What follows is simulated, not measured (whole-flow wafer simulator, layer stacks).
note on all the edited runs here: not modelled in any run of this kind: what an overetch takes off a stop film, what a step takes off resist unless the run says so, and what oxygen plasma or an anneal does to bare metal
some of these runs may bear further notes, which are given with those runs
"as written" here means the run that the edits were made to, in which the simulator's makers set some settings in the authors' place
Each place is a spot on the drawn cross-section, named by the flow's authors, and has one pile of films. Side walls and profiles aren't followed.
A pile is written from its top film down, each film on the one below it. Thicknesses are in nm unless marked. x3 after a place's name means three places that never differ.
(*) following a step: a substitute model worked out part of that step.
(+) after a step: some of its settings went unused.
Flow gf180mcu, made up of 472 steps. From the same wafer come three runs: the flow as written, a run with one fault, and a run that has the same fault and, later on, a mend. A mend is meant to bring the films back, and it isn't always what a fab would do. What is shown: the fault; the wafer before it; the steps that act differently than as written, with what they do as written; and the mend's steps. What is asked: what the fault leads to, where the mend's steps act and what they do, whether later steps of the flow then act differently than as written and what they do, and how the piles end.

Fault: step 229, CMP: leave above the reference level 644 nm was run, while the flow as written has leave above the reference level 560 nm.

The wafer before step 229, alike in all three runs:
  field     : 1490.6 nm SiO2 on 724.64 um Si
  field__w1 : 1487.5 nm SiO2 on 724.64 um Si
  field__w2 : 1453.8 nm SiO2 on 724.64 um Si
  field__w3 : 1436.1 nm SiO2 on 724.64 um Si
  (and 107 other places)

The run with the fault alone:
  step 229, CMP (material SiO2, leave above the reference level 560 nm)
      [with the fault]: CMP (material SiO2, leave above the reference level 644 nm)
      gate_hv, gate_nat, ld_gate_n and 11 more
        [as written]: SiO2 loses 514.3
        [with the fault]: SiO2 loses 430.3
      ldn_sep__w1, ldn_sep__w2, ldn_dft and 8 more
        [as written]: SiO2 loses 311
        [with the fault]: SiO2 loses 227
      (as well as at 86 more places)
  Steps further on in the flow that do not act as written (2 other steps are not shown; they differ only slightly, by no more than 2% or 0.5 nm, whichever is larger):
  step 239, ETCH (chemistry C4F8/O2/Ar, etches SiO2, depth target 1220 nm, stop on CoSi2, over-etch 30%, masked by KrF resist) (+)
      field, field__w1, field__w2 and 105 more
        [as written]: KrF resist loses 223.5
        [with the fault]: KrF resist loses 244
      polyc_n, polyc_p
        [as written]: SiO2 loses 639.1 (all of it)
        [with the fault]: SiO2 loses 723.1 (all of it)
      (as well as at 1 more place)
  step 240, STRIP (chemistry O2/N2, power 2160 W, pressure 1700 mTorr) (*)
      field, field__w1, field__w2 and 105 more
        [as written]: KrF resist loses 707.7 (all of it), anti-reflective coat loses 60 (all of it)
        [with the fault]: KrF resist loses 687.2 (all of it), anti-reflective coat loses 60 (all of it)
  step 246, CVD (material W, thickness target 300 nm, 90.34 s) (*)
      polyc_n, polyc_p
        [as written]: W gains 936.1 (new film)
        [with the fault]: W gains 1020.1 (new film)
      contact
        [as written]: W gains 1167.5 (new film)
        [with the fault]: W gains 1252.2 (new film)
  At field__w8, contact, m1 and 6 more, the piles at the end differ from the flow's by more than 2% or 0.5 nm, whichever is larger.
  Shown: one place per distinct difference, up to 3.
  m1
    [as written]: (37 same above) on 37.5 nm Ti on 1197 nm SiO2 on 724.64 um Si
    [with the fault]: (37 same above) on 37.5 nm Ti on 1281 nm SiO2 on 724.64 um Si
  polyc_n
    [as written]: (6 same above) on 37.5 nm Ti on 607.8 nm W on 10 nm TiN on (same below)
    [with the fault]: (6 same above) on 37.5 nm Ti on 691.8 nm W on 10 nm TiN on (same below)
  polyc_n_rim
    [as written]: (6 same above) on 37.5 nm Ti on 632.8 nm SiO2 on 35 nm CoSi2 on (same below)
    [with the fault]: (6 same above) on 37.5 nm Ti on 716.8 nm SiO2 on 35 nm CoSi2 on (same below)

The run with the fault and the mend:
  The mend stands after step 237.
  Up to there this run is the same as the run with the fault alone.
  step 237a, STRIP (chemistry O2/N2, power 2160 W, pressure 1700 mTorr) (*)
      field, field__w1, field__w2 and 105 more
        KrF resist loses 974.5 (all of it), anti-reflective coat loses 60 (all of it)
      contact, polyc_n, polyc_p
        anti-reflective coat loses 60 (all of it)
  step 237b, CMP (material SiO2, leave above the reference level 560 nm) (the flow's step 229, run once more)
      field, field__w1, field__w2 and 108 more
        SiO2 loses 84
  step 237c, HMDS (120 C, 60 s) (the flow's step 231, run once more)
      does not change any film at any place that is followed
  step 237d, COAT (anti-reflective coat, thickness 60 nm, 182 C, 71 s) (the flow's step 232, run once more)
      field, field__w1, field__w2 and 108 more
        anti-reflective coat gains 60 (new film)
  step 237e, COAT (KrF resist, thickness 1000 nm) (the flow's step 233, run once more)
      field, field__w1, field__w2 and 108 more
        KrF resist gains 1000 (new film)
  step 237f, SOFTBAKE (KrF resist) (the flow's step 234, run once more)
      does not change any film at any place that is followed
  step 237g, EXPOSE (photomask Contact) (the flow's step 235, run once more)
      does not change any film at any place that is followed
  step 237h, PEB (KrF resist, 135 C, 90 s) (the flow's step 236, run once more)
      field, field__w1, field__w2 and 108 more
        KrF resist loses 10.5
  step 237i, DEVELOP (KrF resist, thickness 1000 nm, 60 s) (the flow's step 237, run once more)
      field, field__w1, field__w2 and 105 more
        KrF resist loses 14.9
      contact, polyc_n, polyc_p
        KrF resist loses 989.5 (all of it)
  Later steps of the flow that are run all act as written at every place that is followed.
  By the end, the piles equal the flow's at every place that both follow.
